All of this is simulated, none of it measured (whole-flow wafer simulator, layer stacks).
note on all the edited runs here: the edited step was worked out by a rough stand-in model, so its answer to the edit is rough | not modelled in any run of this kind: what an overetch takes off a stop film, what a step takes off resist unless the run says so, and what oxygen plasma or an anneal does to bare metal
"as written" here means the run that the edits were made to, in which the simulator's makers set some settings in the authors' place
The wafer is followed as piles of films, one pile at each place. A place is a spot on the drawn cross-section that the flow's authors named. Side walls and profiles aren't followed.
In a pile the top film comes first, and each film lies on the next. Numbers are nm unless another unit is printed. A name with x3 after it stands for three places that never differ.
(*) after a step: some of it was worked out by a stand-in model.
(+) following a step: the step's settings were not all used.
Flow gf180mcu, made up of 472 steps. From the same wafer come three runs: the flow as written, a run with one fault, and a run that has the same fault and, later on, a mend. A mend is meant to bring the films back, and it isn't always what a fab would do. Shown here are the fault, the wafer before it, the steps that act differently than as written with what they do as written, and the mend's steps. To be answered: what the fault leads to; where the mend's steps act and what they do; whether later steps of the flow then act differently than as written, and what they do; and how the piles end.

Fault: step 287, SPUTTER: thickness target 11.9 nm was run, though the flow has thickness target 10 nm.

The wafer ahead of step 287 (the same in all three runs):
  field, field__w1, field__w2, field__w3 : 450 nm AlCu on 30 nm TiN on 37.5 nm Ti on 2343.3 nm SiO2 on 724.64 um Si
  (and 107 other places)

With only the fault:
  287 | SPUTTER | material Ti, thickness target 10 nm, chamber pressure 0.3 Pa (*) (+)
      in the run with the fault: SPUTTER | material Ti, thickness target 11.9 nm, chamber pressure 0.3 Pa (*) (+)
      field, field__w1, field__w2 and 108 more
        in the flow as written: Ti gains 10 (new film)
        in the run with the fault: Ti gains 11.9 (new film)
  Steps later in the flow that act otherwise than as written (not shown: 5 more steps that differ only slightly, by at most 2% or 0.5 nm, whichever is larger):
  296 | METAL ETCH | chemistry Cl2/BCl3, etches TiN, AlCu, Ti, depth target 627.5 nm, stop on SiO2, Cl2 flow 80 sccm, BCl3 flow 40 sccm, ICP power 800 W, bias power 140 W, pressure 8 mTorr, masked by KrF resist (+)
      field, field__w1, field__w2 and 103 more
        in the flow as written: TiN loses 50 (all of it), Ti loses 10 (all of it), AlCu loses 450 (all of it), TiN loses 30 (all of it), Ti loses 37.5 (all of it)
        in the run with the fault: TiN loses 50 (all of it), Ti loses 11.9 (all of it), AlCu loses 450 (all of it), TiN loses 30 (all of it), Ti loses 37.5 (all of it)
  By the end, the piles at field__w8, contact, m1, m1__w1, m1_nw depart from the flow's by more than 2% or 0.5 nm, whichever is larger.
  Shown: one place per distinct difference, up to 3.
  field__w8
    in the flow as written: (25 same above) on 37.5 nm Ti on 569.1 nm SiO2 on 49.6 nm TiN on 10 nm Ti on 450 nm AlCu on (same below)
    in the run with the fault: (25 same above) on 37.5 nm Ti on 567.2 nm SiO2 on 49.6 nm TiN on 11.9 nm Ti on 450 nm AlCu on (same below)
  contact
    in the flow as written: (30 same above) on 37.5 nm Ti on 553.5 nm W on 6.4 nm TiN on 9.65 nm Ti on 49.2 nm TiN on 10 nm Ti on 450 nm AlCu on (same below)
    in the run with the fault: (30 same above) on 37.5 nm Ti on 551.6 nm W on 6.41 nm TiN on 9.66 nm Ti on 49.2 nm TiN on 11.9 nm Ti on 450 nm AlCu on (same below)

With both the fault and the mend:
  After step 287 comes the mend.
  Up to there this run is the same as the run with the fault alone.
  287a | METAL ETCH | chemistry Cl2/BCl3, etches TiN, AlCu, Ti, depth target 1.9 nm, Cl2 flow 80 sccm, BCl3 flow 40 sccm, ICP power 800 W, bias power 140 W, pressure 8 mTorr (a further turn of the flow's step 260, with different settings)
      field, field__w1, field__w2 and 108 more
        Ti loses 1.9
  None of the later steps of the flow acts differently than as written at any place that is followed.
  By the end, the piles equal the flow's at every place that both follow.
